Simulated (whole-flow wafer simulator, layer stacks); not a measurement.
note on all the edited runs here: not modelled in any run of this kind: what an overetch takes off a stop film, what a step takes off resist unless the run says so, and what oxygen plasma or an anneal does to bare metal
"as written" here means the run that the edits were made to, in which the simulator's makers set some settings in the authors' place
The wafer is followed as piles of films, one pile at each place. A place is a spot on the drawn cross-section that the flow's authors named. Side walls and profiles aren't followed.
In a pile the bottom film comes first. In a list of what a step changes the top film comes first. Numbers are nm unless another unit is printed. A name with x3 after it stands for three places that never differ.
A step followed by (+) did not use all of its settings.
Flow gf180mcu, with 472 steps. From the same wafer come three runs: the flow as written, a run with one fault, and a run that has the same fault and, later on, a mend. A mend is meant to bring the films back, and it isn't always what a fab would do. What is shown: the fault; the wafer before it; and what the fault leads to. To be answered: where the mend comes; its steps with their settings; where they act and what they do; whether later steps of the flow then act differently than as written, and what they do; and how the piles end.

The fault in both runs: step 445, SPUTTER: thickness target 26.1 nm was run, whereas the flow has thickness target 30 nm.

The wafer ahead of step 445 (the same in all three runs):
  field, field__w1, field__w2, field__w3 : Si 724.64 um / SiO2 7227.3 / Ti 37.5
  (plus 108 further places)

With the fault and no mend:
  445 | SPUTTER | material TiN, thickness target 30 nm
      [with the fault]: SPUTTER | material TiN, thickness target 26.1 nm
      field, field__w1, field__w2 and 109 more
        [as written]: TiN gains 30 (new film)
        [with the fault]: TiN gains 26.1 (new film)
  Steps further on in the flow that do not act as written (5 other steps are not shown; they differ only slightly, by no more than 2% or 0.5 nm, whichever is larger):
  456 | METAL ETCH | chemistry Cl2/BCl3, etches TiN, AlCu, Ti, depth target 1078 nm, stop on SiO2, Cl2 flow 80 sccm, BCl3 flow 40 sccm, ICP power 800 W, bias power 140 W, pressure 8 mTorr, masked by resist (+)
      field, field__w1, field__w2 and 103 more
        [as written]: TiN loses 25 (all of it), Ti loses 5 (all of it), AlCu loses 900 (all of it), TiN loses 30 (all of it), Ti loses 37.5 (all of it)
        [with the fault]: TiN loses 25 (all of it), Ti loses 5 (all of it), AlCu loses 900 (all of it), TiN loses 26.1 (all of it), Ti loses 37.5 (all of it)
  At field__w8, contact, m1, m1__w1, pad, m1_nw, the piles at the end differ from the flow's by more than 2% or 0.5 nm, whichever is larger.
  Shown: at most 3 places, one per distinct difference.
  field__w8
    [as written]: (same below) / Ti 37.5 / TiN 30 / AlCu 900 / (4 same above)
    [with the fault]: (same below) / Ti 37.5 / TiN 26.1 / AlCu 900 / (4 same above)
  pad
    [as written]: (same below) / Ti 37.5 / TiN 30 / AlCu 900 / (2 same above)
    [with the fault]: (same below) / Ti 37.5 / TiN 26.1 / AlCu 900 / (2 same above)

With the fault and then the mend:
  The mend stands after step 445.
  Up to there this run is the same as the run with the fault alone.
  445a | SPUTTER | material TiN, thickness target 3.9 nm (a further turn of the flow's step 445, with different settings)
      field, field__w1, field__w2 and 109 more
        TiN gains 3.9
  Later steps of the flow that are run all act as written at every place that is followed.
  The piles end the same as the flow's at every place that both follow.
